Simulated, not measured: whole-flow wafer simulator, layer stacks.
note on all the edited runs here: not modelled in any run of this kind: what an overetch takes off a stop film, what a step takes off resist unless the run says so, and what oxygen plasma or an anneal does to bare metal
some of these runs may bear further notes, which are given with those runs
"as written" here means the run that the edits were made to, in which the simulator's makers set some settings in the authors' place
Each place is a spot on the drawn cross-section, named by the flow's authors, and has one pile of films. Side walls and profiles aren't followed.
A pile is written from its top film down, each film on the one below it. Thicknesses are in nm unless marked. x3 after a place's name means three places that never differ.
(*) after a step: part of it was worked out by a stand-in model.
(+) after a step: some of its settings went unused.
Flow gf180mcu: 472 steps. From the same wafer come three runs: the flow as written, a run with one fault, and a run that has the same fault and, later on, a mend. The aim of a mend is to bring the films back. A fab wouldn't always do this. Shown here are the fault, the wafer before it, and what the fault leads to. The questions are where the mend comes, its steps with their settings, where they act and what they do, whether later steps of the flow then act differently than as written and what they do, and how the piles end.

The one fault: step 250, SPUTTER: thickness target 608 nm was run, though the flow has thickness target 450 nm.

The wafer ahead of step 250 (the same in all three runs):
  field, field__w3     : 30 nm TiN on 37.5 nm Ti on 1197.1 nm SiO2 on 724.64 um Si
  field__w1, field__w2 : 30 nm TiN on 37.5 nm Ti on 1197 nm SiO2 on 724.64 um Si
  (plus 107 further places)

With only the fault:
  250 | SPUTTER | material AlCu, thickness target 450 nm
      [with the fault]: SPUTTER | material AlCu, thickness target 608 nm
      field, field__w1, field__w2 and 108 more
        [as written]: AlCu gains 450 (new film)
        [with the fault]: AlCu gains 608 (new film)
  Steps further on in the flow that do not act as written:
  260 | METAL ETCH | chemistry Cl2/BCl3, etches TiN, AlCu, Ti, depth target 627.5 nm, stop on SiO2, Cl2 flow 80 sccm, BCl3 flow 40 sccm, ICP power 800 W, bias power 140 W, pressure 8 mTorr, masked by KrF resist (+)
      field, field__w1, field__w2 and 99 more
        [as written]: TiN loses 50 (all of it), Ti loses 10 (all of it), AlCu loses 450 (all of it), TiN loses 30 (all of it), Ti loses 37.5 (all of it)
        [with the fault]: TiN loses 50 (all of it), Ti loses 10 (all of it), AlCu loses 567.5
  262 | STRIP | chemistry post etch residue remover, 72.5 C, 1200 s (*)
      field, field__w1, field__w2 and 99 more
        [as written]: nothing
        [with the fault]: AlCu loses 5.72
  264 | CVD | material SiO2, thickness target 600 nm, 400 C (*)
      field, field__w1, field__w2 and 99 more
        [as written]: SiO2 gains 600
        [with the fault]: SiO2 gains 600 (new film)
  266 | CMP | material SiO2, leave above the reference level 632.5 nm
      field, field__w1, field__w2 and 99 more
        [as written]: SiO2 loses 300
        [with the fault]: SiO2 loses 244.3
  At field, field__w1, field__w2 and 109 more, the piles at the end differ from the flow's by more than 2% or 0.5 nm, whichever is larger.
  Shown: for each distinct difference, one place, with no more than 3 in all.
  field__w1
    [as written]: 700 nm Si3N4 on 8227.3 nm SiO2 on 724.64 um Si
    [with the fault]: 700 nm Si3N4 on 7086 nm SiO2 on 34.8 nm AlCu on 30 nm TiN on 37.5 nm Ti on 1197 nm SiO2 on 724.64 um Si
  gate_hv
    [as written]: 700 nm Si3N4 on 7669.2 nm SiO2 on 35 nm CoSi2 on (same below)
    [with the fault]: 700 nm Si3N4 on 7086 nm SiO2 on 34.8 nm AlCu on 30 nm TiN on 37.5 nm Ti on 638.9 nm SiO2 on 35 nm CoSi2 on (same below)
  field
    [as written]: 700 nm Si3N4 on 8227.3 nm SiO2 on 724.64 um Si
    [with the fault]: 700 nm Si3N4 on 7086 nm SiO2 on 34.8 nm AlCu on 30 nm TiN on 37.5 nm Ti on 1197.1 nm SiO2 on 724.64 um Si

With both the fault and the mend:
  After step 250 comes the mend.
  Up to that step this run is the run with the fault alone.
  250a | METAL ETCH | chemistry Cl2/BCl3, etches TiN, AlCu, Ti, depth target 158 nm, Cl2 flow 80 sccm, BCl3 flow 40 sccm, ICP power 800 W, bias power 140 W, pressure 8 mTorr
      field, field__w1, field__w2 and 108 more
        AlCu loses 158
  Later steps of the flow that are run all act as written at every place that is followed.
  By the end, the piles equal the flow's at every place that both follow.
